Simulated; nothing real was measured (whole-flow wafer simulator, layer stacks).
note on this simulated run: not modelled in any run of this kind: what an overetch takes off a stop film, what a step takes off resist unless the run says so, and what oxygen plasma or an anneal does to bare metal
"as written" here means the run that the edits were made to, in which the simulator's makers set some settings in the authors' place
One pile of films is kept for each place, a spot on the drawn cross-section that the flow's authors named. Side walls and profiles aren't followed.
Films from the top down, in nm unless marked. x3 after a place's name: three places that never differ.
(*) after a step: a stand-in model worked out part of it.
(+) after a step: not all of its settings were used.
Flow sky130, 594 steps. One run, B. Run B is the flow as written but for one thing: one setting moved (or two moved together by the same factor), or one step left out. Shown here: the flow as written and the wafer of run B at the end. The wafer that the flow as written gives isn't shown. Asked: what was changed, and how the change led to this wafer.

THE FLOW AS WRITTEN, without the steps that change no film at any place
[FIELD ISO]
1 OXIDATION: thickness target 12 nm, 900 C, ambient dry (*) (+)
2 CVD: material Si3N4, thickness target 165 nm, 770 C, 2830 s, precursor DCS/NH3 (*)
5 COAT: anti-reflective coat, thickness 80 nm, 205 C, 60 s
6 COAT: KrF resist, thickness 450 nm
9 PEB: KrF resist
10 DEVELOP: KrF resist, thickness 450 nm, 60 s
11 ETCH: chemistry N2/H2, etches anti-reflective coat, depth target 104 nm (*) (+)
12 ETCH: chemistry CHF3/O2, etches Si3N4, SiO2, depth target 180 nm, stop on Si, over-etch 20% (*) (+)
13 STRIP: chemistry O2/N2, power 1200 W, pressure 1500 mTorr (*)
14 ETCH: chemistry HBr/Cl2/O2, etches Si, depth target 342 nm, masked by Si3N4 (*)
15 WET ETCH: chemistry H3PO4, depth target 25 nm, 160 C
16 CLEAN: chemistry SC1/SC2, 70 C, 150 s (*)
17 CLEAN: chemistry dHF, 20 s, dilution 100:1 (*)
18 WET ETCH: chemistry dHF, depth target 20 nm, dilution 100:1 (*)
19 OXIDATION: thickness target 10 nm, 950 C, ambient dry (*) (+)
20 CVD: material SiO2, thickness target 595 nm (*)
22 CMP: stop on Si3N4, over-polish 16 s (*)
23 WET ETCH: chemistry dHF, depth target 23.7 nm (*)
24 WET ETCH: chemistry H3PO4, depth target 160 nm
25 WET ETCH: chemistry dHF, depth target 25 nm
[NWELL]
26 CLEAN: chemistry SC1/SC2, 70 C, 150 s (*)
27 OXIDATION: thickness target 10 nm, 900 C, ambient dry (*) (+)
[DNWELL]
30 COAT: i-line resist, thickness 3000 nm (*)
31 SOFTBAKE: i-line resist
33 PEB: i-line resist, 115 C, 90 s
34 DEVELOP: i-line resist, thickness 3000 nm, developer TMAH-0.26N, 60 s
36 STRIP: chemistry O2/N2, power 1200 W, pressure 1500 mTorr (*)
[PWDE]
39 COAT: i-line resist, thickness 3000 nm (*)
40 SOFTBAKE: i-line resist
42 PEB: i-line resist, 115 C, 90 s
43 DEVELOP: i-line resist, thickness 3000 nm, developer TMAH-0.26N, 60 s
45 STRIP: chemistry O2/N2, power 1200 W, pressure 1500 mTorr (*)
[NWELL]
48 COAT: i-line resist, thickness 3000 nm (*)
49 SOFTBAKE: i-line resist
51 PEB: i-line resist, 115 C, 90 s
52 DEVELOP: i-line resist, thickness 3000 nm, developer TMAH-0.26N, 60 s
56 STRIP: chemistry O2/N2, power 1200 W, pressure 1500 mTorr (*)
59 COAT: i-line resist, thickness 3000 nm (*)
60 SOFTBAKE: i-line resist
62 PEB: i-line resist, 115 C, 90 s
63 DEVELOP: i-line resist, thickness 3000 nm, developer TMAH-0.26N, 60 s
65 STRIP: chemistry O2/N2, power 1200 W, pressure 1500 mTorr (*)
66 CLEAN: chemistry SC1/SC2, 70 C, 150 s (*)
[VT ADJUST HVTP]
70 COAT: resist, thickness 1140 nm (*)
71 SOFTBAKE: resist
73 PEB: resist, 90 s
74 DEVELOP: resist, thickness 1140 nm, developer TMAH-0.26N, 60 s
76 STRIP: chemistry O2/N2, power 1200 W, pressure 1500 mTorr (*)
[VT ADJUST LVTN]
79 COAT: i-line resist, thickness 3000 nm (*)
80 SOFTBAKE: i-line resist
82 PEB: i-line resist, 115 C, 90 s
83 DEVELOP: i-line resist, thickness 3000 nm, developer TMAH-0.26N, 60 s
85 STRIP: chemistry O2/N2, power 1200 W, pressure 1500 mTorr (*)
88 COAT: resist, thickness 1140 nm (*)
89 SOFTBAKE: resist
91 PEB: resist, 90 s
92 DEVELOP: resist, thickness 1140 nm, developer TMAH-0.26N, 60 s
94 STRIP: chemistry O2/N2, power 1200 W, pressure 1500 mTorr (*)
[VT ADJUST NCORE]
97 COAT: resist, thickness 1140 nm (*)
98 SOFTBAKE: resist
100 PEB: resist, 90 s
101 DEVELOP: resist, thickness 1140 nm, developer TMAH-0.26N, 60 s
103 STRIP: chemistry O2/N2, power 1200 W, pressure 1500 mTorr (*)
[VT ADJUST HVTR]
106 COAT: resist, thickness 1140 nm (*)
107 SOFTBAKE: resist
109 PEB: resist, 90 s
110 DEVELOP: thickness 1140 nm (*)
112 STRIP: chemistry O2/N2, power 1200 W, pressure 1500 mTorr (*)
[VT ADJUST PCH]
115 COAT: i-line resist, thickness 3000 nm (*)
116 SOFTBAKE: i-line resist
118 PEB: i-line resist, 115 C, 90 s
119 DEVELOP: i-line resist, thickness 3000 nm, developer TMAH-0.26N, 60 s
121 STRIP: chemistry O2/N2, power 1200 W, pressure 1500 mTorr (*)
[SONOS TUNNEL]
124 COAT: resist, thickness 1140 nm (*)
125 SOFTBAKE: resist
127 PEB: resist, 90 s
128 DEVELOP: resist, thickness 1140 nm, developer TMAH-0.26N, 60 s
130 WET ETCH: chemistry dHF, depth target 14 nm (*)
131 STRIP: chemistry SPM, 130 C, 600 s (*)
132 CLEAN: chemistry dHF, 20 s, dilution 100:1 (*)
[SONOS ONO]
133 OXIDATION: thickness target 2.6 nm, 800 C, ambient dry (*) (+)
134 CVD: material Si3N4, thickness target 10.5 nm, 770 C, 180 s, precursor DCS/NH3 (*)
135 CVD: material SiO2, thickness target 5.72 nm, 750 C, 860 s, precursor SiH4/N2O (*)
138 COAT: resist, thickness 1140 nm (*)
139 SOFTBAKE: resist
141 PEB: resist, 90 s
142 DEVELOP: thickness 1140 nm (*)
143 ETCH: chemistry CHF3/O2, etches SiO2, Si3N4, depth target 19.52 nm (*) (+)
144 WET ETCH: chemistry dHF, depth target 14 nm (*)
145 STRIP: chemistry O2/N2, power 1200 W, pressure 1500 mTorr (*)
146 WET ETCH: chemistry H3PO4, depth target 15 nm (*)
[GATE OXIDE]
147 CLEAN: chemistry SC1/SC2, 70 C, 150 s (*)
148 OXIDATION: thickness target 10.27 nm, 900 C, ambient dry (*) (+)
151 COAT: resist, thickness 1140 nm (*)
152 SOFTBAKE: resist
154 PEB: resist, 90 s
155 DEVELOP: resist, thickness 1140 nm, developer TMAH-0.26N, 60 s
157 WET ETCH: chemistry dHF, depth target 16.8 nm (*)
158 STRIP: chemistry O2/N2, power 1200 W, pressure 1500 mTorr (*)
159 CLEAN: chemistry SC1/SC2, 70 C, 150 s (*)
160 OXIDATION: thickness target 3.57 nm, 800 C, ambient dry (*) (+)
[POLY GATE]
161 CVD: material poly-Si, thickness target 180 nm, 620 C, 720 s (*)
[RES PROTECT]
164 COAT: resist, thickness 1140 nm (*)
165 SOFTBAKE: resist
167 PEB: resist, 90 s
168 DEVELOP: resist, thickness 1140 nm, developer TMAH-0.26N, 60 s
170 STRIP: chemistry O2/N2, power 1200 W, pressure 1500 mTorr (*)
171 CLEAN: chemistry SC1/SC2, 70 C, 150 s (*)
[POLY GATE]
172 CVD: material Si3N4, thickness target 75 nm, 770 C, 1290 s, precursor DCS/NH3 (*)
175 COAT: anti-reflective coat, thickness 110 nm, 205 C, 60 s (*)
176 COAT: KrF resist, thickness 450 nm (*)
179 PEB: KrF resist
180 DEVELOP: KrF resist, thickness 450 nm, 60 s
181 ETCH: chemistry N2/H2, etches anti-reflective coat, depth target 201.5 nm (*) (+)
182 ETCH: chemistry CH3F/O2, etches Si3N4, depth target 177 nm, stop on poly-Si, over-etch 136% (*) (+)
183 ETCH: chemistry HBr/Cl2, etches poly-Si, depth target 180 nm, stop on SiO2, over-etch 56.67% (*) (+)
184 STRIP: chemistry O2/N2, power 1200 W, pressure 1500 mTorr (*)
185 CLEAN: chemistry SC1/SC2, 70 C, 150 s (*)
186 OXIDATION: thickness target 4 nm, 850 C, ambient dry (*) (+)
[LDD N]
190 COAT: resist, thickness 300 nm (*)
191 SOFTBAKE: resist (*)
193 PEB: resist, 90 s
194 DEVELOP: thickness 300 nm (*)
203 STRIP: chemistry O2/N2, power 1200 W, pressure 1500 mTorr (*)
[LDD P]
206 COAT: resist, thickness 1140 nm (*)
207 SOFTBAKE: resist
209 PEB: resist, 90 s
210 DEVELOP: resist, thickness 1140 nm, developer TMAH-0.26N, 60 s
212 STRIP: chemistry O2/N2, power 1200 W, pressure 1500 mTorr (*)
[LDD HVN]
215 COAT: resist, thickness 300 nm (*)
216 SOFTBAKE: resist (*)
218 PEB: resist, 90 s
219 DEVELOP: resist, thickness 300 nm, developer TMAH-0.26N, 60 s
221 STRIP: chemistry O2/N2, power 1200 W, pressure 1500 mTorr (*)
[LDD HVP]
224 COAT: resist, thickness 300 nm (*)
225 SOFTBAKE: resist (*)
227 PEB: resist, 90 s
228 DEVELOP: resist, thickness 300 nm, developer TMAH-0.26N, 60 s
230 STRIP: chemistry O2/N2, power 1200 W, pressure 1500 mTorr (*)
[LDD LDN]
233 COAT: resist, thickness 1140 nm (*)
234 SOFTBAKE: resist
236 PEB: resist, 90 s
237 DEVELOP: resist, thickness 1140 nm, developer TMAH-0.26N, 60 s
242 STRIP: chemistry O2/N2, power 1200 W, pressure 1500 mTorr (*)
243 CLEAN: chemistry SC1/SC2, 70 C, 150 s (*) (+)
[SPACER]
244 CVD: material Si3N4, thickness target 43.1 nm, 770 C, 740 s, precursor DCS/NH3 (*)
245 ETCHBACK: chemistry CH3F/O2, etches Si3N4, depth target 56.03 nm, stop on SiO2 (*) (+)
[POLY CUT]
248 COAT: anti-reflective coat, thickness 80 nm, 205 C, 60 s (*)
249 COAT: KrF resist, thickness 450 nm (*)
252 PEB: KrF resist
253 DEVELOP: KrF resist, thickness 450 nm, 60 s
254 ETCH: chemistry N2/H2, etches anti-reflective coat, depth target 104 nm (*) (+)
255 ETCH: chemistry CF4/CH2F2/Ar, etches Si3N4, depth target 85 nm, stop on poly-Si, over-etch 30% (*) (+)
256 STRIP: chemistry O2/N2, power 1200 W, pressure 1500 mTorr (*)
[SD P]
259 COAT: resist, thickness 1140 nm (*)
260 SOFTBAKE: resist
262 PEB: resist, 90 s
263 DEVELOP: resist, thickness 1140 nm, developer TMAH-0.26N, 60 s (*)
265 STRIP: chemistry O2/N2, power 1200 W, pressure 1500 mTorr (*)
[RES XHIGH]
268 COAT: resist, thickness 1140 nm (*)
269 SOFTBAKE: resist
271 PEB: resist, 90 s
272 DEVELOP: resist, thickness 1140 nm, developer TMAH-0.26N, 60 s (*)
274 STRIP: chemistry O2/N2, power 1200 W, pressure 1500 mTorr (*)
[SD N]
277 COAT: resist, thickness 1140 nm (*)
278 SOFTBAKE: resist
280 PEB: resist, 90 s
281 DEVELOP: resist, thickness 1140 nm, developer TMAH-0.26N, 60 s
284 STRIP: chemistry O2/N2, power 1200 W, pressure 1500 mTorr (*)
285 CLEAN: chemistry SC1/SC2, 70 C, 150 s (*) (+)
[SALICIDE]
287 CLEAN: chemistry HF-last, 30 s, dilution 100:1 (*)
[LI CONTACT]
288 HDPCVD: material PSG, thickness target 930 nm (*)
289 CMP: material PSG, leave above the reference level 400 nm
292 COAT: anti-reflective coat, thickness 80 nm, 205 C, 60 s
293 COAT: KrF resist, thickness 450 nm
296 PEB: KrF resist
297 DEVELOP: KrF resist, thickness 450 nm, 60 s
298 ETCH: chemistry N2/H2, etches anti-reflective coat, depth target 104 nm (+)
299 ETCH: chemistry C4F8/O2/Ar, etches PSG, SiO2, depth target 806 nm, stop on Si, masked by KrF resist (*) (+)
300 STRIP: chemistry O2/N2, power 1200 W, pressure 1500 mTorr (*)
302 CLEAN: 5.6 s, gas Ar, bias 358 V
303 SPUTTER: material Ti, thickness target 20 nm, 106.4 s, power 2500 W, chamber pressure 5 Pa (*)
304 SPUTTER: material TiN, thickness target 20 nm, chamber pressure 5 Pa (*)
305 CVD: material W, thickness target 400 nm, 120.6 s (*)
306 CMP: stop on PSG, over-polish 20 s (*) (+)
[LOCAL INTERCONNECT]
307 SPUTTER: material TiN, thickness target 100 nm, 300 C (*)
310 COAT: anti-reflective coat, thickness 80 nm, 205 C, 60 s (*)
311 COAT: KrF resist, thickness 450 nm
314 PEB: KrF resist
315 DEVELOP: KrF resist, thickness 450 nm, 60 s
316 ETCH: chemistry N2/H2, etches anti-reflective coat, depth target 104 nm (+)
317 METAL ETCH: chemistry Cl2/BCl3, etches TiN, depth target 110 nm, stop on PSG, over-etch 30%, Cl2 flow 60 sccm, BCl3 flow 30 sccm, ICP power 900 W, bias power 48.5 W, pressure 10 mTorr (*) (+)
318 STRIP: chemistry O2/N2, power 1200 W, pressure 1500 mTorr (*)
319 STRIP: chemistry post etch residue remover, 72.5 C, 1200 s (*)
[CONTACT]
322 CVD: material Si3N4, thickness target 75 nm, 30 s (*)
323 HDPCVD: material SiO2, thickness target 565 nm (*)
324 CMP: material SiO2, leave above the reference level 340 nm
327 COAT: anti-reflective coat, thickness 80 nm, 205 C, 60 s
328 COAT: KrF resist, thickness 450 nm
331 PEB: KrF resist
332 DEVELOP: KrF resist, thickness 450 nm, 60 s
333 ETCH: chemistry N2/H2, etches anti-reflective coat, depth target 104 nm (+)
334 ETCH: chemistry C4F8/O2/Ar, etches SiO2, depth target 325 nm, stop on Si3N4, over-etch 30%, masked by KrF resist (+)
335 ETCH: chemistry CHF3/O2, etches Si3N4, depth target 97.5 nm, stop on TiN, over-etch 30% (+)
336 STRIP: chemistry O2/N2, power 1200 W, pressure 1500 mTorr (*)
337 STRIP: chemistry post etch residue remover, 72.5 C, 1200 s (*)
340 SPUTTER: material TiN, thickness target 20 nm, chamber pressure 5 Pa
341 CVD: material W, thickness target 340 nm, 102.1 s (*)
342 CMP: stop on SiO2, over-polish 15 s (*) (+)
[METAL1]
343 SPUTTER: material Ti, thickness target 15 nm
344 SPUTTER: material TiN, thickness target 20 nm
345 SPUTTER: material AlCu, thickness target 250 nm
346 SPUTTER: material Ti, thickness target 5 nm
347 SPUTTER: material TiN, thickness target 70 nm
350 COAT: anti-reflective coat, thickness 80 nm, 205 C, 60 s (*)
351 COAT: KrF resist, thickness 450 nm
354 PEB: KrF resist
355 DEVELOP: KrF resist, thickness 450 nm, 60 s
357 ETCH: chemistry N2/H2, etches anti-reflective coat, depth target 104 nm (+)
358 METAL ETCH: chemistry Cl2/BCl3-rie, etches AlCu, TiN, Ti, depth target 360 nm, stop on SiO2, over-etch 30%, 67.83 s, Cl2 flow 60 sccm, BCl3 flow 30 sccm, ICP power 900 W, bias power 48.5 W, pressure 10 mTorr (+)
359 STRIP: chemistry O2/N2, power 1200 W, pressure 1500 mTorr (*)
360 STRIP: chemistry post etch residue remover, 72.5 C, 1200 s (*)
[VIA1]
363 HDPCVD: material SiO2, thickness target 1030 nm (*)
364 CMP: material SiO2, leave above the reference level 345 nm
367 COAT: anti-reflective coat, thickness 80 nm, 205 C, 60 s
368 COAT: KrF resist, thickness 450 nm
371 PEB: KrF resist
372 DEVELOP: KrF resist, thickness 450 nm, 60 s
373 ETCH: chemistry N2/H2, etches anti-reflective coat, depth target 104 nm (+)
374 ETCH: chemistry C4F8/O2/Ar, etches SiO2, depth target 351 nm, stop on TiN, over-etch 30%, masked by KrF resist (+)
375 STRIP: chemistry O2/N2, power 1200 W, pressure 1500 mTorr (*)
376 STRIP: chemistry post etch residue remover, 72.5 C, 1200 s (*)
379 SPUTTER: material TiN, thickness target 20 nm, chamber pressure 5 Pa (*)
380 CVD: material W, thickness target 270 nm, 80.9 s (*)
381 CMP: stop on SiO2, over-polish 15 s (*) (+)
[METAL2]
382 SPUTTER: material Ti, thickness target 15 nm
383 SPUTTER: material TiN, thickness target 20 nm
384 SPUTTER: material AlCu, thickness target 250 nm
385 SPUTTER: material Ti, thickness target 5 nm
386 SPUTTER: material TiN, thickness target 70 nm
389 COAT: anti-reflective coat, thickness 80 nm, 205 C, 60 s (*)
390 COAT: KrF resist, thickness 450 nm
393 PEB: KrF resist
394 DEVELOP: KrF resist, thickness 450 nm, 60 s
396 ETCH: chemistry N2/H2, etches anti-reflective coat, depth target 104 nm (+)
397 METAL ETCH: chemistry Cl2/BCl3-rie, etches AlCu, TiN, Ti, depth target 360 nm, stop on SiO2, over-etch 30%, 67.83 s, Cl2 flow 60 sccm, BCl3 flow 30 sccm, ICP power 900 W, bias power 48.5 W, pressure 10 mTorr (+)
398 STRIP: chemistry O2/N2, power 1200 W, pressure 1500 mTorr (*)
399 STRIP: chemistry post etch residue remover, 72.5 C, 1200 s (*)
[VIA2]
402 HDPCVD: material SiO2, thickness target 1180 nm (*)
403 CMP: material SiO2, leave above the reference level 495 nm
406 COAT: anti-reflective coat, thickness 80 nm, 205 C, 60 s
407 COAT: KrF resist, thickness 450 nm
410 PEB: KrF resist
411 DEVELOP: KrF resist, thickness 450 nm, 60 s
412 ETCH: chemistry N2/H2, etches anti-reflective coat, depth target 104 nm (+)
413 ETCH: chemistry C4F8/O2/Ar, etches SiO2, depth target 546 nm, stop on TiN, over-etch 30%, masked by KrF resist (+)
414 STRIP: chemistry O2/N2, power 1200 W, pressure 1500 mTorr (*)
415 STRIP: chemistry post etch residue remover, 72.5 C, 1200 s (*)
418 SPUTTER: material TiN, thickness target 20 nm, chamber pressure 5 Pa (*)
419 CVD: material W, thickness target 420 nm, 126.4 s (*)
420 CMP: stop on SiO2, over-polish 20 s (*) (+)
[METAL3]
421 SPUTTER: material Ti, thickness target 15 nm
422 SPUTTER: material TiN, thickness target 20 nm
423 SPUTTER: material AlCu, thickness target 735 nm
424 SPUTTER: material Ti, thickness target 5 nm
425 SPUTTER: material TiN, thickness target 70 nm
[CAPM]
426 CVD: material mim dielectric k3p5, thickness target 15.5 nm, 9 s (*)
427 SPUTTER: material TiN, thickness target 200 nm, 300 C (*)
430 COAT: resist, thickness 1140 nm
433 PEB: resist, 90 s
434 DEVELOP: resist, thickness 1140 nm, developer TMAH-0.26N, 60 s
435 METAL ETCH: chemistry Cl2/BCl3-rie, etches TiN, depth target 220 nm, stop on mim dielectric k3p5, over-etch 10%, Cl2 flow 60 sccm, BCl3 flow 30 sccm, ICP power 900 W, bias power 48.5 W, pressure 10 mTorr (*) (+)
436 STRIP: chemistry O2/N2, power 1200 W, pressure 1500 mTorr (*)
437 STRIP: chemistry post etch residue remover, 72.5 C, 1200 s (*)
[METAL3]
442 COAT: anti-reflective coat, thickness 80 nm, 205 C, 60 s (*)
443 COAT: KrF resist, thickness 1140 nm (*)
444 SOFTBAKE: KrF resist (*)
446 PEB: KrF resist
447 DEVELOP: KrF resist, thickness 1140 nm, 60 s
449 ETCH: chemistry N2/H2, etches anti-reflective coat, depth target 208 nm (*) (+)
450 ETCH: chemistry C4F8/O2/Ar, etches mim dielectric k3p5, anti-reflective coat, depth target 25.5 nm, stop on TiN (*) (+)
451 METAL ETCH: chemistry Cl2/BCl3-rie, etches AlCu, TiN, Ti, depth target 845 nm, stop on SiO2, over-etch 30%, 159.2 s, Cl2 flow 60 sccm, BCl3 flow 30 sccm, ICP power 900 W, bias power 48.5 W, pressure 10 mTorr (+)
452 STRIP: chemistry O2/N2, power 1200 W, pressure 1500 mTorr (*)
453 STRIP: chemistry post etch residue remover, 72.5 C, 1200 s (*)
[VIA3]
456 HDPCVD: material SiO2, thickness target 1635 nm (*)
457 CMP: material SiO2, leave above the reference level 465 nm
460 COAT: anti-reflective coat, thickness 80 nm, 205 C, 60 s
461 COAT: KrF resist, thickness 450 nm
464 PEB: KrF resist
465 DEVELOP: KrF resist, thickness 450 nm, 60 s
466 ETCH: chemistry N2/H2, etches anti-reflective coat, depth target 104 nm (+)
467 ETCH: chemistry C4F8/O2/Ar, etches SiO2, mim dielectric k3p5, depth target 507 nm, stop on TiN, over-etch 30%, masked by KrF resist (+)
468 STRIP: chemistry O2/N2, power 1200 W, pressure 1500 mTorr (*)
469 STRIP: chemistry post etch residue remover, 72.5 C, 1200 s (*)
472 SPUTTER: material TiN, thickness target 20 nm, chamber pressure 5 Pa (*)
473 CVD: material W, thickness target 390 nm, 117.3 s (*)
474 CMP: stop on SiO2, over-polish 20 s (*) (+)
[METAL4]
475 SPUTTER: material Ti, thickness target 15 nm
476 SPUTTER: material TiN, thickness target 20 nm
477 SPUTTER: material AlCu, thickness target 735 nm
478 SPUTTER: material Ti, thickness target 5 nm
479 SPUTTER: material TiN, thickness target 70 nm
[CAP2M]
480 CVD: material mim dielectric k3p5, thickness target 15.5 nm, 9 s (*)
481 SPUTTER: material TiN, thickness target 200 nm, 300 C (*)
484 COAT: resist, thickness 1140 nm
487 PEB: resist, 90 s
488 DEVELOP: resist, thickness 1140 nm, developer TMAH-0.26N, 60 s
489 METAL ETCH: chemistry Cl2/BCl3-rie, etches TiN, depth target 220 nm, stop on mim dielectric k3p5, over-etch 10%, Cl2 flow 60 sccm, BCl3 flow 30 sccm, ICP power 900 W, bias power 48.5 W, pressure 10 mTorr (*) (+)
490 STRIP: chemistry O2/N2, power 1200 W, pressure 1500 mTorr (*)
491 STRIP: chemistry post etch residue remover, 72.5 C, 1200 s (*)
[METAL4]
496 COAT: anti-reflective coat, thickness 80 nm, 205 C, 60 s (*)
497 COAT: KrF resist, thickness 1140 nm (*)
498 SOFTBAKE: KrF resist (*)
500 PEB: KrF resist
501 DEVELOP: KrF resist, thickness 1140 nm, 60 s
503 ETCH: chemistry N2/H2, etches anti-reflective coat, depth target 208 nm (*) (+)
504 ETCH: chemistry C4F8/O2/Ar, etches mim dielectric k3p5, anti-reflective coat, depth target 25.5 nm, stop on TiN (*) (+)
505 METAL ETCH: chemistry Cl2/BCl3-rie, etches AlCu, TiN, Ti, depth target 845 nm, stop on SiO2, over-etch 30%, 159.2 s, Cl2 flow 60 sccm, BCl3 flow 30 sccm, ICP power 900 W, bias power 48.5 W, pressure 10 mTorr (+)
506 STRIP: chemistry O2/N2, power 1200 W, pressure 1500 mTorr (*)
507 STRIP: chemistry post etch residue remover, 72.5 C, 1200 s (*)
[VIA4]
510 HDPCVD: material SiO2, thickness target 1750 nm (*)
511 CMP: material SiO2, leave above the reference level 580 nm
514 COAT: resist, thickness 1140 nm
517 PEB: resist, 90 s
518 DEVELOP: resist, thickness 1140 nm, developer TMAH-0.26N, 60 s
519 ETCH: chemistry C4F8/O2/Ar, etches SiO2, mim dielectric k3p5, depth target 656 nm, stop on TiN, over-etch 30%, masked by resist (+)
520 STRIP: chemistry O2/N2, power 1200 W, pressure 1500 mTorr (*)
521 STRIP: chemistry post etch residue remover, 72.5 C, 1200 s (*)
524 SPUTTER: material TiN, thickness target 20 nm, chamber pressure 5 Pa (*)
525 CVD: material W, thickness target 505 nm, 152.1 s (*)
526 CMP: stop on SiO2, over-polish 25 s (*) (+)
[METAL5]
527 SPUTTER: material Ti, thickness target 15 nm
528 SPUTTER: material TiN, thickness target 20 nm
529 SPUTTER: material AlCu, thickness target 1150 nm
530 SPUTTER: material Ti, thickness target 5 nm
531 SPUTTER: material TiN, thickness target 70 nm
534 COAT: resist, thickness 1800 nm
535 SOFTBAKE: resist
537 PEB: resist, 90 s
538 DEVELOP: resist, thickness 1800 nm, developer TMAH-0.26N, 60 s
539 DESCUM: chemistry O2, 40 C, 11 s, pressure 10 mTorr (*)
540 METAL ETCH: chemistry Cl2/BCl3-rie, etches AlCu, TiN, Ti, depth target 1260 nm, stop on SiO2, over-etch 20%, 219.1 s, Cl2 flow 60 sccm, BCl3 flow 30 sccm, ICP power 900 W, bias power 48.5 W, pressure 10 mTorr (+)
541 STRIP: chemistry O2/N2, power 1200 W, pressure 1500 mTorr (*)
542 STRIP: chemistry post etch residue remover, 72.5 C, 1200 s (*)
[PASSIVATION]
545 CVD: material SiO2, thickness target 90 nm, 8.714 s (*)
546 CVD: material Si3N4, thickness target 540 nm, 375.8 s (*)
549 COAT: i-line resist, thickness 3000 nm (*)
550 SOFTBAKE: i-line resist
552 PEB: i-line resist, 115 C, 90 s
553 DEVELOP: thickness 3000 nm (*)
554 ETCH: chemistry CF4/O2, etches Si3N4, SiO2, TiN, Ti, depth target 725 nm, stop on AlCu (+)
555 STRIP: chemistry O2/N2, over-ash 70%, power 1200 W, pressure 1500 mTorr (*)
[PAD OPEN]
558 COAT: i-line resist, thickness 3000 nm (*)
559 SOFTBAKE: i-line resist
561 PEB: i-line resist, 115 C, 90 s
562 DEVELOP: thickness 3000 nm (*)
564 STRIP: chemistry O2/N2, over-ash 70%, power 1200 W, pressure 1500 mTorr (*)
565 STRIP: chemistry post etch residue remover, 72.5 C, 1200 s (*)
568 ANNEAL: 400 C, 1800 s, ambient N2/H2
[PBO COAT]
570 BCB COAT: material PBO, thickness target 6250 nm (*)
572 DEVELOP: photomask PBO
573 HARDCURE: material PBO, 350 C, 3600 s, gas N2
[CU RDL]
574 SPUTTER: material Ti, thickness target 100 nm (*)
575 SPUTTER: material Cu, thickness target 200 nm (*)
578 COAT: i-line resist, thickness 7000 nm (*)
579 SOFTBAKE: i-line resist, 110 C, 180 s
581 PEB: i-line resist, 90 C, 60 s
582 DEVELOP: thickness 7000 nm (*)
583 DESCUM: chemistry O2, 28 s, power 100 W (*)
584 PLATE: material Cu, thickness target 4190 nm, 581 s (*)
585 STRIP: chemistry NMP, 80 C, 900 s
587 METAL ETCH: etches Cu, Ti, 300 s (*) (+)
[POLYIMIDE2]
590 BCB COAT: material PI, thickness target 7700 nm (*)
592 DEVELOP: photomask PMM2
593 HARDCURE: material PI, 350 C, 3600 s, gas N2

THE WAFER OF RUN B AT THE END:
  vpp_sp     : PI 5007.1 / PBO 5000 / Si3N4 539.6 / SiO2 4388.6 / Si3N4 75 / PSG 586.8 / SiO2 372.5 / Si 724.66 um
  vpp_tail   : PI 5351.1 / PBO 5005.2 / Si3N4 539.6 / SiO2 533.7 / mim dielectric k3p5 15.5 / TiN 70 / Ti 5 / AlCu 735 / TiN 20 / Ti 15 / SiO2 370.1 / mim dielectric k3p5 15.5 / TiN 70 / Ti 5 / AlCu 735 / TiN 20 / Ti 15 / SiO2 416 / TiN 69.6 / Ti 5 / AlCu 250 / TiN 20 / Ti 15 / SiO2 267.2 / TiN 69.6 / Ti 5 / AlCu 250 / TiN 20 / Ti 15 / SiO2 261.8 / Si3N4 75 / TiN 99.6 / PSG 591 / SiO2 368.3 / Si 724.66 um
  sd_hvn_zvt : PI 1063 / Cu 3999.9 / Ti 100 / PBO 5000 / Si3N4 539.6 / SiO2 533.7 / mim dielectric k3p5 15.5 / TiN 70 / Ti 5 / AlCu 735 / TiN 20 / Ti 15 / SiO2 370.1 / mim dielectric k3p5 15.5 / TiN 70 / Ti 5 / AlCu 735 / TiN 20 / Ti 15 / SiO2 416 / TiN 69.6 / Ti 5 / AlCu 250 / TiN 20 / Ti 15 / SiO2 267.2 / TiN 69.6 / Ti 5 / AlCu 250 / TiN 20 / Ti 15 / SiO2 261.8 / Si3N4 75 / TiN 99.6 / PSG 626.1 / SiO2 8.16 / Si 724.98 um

The cause: step 540, METAL ETCH: depth target 1386 nm was run, where the flow has depth target 1260 nm.

How the change led to this, step by step:
  540 METAL ETCH: chemistry Cl2/BCl3-rie, etches AlCu, TiN, Ti, depth target 1260 nm, stop on SiO2, over-etch 20%, 219.1 s, Cl2 flow 60 sccm, BCl3 flow 30 sccm, ICP power 900 W, bias power 48.5 W, pressure 10 mTorr (+)
      field, active, gate and 175 more: TiN -70 (all of it), Ti -5 (all of it), AlCu -1150 (all of it), TiN -20 (all of it), Ti -15 (all of it), SiO2 -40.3 (as written it would be: TiN -70 (all of it), Ti -5 (all of it), AlCu -1150 (all of it), TiN -20 (all of it), Ti -15 (all of it), SiO2 -25.2)
      n_well, p_well, sd_n and 12 more: resist -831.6 (as written it would be: resist -756)
  541 STRIP: chemistry O2/N2, power 1200 W, pressure 1500 mTorr (*)
      n_well, p_well, sd_n and 9 more: resist -850.8 (all of it) (as written it would be: resist -926.4 (all of it))
      m1: resist -852.8 (all of it) (as written it would be: resist -928.4 (all of it))
      (and at 2 more places)
  550 SOFTBAKE: i-line resist
      via_li1: i-line resist +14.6 (as written it would be: i-line resist +14)
  559 SOFTBAKE: i-line resist
      via_li1: i-line resist +14.6 (as written it would be: i-line resist +14)
  578 COAT: i-line resist, thickness 7000 nm (*)
      pad: i-line resist +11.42 um (new film) (as written it would be: i-line resist +11.43 um (new film))
  582 DEVELOP: thickness 7000 nm (*)
      pad: i-line resist -11.42 um (all of it) (as written it would be: i-line resist -11.43 um (all of it))
